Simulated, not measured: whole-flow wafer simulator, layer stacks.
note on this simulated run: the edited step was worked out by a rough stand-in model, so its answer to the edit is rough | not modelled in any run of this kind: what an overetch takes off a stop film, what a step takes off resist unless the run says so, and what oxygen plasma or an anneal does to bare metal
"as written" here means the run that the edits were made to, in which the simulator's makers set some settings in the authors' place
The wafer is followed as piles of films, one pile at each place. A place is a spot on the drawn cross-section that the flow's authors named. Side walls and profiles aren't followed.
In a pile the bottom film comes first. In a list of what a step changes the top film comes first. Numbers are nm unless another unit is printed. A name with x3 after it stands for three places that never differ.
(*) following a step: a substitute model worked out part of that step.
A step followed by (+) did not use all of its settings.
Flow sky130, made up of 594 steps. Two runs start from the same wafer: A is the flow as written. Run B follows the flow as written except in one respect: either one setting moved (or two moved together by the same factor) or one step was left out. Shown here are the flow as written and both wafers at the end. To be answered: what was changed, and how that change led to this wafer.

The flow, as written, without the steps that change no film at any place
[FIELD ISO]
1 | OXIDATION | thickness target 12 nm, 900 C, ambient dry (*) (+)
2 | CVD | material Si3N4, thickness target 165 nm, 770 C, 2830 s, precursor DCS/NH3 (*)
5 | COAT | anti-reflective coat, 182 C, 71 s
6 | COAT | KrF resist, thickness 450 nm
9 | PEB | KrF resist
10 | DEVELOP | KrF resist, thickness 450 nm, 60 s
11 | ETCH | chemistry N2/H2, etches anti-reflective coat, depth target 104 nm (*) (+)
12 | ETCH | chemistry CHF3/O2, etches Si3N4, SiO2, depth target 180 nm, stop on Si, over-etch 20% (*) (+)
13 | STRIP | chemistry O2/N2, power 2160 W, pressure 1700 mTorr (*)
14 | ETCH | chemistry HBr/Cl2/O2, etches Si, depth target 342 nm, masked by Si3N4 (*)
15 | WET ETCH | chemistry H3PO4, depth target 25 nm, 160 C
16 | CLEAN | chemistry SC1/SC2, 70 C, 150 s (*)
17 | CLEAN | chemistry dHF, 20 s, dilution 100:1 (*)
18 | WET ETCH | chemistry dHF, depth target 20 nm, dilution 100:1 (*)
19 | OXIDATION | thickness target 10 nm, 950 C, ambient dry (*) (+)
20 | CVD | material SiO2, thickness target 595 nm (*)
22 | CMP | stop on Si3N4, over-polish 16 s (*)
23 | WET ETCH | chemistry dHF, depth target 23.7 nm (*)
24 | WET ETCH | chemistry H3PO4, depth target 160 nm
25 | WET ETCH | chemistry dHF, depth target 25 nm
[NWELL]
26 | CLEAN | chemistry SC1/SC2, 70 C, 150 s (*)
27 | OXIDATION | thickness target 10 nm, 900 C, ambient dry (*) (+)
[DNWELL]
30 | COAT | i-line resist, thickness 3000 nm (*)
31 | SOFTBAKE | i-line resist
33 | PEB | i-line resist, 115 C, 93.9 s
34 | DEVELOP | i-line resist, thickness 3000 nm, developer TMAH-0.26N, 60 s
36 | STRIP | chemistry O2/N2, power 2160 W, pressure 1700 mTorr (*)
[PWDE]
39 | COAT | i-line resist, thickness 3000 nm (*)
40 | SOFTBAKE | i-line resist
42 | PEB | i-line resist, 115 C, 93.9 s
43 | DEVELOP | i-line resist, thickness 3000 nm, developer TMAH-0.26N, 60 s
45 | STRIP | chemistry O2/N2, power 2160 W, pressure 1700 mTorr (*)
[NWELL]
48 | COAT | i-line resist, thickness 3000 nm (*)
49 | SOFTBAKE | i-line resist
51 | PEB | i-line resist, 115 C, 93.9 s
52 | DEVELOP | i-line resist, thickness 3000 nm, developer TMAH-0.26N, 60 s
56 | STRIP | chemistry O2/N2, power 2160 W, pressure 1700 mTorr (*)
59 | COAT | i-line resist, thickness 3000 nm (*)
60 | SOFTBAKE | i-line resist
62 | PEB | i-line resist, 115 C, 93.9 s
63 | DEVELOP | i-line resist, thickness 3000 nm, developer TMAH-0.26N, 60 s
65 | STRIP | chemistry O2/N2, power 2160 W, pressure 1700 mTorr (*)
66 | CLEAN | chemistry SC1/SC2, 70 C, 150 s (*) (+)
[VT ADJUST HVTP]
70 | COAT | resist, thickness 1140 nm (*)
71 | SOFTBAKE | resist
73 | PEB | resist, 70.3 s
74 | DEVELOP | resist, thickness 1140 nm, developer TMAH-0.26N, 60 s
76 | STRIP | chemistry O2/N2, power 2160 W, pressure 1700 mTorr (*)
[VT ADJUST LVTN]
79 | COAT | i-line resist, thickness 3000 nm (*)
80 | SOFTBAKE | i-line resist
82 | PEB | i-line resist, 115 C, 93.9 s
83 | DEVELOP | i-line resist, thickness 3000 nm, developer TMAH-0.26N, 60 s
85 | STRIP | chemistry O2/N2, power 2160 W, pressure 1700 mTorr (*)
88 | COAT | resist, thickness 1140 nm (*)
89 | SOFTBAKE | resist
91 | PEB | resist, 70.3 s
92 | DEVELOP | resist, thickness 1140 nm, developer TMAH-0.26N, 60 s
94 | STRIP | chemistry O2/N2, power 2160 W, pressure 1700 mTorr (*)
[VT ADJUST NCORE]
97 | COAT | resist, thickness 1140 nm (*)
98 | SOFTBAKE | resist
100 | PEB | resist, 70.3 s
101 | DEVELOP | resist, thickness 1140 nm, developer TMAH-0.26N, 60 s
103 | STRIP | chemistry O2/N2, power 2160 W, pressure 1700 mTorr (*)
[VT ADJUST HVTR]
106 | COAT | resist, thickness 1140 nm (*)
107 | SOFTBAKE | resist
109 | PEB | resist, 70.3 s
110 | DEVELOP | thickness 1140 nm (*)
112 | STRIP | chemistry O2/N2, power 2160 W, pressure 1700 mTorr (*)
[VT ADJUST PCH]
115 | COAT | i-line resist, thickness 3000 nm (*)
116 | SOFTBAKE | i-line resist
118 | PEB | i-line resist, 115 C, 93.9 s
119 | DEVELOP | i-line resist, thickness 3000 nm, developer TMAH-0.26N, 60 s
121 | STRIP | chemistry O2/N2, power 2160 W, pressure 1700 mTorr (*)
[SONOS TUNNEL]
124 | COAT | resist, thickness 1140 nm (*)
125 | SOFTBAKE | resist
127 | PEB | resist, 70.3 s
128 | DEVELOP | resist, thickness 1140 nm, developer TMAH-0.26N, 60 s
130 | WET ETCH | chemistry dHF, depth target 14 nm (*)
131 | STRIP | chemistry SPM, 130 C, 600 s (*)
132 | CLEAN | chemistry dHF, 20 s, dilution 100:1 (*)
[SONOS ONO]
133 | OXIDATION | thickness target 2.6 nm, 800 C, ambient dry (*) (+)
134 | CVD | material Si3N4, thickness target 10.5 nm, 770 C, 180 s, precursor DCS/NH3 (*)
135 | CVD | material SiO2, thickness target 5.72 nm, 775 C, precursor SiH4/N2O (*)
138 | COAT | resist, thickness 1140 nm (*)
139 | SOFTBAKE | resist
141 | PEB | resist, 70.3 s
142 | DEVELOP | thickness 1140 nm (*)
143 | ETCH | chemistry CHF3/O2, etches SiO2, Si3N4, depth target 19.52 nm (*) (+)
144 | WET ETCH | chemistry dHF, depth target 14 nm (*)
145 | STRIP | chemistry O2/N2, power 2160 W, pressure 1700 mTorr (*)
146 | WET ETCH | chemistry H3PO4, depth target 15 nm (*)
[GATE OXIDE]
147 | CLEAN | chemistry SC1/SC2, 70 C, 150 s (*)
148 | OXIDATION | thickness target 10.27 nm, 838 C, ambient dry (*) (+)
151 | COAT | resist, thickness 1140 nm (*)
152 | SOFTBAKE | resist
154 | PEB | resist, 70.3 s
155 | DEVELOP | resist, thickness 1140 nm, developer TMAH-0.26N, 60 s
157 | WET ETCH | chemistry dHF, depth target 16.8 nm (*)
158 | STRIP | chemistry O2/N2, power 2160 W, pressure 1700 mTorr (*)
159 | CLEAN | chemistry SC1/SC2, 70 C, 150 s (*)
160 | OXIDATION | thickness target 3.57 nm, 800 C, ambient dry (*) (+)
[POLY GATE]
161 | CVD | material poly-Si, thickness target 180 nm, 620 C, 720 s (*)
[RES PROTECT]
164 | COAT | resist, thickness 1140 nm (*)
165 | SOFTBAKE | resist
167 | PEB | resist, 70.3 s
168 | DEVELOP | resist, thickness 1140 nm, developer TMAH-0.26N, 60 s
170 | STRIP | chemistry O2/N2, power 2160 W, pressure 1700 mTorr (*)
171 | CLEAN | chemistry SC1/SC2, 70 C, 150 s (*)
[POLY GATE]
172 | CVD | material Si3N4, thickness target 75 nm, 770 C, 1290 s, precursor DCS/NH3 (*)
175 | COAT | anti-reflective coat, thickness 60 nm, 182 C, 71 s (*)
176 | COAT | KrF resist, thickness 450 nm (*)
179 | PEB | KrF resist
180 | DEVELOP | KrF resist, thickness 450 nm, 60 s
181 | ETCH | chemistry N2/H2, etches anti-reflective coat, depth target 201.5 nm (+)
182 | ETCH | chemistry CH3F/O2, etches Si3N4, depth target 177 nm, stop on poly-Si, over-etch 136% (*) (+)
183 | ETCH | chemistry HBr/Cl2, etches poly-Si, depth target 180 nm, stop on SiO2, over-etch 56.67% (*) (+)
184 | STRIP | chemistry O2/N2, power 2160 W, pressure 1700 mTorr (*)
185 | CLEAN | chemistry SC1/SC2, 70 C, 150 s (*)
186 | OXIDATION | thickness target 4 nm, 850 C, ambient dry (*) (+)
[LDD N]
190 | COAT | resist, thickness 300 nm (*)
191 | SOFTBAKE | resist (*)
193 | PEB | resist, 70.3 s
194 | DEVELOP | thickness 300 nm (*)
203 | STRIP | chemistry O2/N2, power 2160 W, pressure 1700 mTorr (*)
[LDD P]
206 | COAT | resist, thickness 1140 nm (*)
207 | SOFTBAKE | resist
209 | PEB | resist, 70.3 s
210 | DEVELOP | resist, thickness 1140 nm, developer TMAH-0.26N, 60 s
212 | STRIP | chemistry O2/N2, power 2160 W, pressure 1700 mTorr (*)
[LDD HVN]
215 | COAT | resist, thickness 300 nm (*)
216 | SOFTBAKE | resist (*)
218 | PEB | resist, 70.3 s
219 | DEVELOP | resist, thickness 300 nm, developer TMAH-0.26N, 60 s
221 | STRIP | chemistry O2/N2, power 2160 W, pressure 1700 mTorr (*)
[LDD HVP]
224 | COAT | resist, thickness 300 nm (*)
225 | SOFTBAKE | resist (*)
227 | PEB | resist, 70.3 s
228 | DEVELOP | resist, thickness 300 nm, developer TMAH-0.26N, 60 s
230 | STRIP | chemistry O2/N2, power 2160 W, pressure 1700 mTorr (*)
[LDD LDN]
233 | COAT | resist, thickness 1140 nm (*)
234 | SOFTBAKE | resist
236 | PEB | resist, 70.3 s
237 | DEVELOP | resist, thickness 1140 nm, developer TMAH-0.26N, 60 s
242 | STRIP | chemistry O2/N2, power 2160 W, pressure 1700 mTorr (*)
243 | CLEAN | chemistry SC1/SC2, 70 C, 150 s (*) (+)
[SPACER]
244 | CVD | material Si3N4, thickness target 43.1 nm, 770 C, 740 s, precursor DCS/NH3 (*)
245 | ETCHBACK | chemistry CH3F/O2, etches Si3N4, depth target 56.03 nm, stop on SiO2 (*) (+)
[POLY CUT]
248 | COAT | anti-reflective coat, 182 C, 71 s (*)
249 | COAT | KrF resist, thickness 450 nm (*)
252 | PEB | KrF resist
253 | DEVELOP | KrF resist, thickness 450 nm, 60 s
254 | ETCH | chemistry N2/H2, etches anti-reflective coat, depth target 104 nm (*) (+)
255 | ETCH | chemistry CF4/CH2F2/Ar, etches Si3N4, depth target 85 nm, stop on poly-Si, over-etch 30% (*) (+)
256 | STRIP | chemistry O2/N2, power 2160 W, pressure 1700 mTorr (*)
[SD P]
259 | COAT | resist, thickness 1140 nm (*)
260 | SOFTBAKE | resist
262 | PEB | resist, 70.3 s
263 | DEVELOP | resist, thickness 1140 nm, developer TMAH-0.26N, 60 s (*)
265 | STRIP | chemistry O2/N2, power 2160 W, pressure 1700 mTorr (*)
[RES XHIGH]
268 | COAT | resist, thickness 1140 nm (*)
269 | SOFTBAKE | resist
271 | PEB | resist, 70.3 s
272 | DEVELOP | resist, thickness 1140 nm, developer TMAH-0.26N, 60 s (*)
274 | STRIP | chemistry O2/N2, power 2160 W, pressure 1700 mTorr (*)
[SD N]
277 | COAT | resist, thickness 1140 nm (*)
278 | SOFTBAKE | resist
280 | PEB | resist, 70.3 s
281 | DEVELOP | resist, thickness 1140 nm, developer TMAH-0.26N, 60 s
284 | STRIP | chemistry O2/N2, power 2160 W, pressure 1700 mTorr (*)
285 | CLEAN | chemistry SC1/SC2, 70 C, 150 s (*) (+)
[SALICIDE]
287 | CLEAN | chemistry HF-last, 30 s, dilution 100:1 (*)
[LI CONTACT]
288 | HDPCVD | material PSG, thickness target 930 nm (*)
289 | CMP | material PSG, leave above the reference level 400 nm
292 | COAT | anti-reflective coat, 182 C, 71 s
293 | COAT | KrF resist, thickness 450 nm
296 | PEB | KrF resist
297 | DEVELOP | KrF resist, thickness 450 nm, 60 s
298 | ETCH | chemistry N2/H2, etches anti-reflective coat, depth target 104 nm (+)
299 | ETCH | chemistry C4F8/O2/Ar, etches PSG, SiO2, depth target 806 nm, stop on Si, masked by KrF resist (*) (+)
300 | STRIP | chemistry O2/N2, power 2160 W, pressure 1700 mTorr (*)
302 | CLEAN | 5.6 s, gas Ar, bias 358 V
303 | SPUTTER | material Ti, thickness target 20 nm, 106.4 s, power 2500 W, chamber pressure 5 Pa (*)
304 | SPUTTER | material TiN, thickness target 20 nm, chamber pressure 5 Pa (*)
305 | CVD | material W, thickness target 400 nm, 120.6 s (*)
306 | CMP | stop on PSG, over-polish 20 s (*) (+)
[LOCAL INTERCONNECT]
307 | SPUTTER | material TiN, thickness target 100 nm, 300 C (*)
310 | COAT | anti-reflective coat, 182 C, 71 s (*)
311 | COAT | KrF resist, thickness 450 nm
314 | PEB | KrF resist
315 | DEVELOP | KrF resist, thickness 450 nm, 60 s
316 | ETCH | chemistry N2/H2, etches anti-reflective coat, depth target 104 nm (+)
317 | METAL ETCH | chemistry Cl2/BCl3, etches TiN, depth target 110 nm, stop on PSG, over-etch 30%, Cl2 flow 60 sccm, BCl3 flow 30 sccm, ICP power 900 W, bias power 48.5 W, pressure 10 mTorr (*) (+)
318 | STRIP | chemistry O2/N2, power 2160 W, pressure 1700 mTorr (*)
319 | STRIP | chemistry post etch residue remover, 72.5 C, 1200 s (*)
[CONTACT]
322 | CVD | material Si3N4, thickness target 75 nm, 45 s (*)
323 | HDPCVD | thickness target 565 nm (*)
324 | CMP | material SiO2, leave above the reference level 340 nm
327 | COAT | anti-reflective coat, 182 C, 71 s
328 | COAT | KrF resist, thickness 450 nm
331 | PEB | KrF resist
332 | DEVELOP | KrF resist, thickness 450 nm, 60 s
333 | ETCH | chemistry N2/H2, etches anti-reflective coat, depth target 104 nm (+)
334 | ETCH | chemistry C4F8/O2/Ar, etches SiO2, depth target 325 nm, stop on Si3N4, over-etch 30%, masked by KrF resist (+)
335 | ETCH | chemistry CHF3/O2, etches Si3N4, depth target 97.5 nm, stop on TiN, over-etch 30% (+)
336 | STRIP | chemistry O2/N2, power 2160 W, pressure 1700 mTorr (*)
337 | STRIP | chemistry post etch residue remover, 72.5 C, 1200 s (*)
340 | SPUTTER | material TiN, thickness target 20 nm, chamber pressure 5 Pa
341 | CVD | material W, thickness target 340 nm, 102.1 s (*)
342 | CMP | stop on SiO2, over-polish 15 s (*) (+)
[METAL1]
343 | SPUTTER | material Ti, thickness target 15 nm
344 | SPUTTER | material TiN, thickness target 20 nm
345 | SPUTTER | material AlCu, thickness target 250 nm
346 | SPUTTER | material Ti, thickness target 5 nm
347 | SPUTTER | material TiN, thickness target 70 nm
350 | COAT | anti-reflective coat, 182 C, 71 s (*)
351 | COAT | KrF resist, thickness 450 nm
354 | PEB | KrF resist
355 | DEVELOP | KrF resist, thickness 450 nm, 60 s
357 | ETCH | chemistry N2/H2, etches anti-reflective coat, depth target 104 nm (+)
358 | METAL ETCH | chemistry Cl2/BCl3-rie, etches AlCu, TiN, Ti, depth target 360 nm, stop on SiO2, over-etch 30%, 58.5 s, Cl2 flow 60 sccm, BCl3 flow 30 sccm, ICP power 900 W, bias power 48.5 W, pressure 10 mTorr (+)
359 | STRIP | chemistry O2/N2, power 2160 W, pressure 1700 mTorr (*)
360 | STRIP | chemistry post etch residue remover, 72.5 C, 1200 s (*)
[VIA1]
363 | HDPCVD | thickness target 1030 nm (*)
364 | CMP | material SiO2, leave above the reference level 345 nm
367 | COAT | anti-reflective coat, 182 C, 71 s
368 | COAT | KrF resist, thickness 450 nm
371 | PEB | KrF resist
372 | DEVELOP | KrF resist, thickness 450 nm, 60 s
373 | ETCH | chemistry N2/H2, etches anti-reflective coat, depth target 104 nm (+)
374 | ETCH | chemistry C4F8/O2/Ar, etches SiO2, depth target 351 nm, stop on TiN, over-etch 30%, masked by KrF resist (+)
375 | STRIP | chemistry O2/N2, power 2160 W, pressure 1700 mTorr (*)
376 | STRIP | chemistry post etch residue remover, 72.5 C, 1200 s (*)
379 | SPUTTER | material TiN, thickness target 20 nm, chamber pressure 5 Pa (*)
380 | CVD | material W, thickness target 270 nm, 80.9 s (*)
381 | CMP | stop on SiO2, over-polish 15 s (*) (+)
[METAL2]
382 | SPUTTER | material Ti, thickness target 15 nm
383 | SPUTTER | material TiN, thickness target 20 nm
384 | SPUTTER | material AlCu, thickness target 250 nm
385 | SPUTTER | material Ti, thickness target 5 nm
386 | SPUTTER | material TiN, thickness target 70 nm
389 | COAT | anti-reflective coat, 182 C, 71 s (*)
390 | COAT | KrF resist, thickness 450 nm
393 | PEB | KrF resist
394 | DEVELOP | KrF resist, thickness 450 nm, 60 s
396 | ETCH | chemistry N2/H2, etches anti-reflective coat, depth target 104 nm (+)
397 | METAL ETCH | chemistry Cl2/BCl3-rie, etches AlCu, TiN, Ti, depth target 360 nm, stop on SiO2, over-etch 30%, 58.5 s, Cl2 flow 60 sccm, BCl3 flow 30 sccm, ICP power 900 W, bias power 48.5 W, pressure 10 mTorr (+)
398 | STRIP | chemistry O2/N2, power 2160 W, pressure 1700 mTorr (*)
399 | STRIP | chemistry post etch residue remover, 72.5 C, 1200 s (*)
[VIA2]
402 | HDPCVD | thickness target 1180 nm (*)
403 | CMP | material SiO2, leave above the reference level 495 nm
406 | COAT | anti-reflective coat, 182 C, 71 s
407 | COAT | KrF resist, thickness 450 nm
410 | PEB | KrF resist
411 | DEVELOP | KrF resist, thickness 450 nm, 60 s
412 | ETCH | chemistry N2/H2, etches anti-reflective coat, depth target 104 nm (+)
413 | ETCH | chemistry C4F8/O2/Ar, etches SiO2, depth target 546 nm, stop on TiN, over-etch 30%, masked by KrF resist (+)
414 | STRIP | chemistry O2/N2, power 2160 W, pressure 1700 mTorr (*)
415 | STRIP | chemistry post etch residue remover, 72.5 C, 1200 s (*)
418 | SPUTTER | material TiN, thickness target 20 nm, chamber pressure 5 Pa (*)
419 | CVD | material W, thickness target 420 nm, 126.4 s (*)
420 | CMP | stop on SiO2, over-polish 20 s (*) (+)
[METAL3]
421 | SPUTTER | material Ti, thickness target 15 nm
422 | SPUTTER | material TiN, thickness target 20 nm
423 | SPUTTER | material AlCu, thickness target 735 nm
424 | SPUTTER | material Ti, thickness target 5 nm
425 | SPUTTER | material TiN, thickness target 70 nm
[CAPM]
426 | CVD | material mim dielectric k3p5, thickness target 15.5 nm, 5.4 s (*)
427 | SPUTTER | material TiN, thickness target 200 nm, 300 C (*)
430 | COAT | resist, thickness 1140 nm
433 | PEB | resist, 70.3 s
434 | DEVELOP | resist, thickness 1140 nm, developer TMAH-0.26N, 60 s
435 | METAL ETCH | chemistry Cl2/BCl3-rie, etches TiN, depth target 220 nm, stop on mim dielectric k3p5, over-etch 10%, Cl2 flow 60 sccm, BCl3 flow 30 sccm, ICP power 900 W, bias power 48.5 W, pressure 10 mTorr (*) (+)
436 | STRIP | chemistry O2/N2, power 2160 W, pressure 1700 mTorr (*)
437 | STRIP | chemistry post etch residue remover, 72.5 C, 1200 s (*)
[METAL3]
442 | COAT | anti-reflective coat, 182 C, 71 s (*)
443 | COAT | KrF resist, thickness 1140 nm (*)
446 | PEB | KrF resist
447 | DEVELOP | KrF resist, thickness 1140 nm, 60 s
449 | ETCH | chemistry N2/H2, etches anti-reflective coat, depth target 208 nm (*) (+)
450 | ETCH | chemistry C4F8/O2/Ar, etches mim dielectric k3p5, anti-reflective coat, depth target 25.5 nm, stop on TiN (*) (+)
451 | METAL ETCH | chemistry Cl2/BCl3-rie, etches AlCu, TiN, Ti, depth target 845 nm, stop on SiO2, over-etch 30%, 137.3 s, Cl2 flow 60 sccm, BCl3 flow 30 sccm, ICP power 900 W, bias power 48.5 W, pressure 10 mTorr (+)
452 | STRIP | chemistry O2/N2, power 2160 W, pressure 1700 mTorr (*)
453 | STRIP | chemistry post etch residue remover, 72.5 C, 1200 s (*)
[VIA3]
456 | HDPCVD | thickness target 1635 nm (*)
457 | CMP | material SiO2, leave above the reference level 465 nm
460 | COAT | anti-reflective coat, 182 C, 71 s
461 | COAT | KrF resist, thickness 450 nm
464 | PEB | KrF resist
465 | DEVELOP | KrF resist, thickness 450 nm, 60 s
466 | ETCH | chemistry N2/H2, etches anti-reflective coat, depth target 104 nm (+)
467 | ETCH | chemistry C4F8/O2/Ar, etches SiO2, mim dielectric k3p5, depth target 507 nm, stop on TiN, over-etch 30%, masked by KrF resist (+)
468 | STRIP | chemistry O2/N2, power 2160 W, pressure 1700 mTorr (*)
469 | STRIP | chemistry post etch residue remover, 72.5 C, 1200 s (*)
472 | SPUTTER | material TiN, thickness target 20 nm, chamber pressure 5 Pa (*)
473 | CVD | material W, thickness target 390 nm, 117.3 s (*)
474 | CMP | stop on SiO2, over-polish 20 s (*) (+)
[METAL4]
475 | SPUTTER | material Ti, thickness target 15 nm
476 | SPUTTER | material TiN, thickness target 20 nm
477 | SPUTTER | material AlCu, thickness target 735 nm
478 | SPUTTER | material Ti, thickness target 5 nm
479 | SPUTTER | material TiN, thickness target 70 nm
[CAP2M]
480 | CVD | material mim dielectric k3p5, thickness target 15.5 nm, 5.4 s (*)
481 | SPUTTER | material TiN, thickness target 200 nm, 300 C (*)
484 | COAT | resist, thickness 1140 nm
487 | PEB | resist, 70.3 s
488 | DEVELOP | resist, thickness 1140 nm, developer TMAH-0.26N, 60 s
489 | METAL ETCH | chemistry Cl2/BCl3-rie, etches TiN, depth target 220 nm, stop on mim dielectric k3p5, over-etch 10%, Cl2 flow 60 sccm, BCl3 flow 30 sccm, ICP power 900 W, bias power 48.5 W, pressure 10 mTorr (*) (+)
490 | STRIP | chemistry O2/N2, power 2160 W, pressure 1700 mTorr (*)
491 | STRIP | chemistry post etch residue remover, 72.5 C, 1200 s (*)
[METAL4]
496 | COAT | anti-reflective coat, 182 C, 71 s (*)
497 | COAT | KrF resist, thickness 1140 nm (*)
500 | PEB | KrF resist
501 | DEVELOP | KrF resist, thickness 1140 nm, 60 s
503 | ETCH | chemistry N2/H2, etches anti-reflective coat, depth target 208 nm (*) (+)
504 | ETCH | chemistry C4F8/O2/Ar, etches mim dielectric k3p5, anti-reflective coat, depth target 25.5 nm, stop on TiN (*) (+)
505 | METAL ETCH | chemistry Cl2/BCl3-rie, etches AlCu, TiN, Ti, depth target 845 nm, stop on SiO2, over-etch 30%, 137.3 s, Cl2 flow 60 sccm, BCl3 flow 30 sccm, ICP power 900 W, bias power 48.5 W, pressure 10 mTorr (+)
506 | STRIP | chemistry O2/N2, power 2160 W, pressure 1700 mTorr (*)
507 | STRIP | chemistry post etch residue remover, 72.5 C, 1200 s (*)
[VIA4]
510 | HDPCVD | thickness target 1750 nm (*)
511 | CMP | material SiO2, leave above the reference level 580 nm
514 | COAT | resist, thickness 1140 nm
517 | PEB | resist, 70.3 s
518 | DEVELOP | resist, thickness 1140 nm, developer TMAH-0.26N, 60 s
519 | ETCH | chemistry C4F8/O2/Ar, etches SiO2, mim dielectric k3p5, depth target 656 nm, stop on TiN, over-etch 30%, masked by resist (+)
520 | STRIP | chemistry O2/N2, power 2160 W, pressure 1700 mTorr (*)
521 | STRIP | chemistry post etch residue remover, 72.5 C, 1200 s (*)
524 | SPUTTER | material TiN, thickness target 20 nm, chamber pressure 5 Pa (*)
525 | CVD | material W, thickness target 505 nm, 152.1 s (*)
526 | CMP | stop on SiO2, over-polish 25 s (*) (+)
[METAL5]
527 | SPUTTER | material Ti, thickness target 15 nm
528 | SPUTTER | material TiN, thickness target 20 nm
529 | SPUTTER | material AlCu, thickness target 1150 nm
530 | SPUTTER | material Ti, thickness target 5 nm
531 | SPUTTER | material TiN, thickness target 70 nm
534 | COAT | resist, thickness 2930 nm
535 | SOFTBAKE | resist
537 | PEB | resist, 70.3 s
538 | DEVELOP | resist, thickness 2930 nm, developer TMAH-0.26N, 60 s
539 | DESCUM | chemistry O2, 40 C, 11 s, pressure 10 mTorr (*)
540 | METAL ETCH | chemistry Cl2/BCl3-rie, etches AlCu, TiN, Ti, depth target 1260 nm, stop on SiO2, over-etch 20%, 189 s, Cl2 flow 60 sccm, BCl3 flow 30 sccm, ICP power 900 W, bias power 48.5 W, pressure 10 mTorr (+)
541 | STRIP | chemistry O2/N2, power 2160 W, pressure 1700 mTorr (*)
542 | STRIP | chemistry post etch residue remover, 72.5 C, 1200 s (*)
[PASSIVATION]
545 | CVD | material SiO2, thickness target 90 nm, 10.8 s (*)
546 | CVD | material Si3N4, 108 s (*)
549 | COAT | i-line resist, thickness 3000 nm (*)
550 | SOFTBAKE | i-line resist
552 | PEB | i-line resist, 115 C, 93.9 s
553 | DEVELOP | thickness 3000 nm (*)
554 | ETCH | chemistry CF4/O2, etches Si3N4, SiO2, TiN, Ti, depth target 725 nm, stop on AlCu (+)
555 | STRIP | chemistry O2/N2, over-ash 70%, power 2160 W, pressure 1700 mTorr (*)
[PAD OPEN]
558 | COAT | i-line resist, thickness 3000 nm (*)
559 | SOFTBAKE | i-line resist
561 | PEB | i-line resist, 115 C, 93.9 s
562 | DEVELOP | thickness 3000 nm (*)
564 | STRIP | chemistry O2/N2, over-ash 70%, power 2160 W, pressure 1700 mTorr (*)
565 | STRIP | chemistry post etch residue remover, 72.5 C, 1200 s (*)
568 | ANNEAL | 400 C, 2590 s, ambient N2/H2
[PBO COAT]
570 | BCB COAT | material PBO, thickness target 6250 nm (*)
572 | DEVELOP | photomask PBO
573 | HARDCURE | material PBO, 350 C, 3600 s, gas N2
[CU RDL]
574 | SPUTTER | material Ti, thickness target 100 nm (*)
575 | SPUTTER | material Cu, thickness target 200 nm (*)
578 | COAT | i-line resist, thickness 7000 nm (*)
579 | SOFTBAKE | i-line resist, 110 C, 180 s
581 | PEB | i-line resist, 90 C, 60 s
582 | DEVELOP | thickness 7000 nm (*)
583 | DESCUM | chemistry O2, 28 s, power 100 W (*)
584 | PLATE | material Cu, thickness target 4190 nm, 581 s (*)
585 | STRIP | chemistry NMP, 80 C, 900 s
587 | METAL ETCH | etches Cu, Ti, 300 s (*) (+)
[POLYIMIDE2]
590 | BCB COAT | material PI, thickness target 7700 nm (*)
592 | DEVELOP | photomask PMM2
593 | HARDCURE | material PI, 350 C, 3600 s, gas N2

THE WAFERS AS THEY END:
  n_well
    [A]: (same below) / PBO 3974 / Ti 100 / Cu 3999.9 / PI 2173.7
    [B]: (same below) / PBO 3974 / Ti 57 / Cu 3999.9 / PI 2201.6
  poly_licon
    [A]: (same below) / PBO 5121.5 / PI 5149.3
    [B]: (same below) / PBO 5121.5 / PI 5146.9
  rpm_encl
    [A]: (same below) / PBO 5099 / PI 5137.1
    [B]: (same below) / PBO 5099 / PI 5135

What caused this: step 574, SPUTTER: thickness target 57 nm was run, though the flow has thickness target 100 nm.
One can read it off the wafer: n_well has Ti 57, and step 574 as written asks for 100 nm.

The path from the change to this, step by step:
  574 | SPUTTER | material Ti, thickness target 100 nm (*)
      field, active, n_well and 190 more: A Ti gains 100 (new film) | B Ti gains 57 (new film)
  587 | METAL ETCH | etches Cu, Ti, 300 s (*) (+)
      field, active, gate and 167 more: A Cu loses 200 (all of it), Ti loses 100 (all of it) | B Cu loses 200 (all of it), Ti loses 57 (all of it)
  590 | BCB COAT | material PI, thickness target 7700 nm (*)
      de16_gate_nw: A PI gains 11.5 um (new film) | B PI gains 11.46 um (new film)
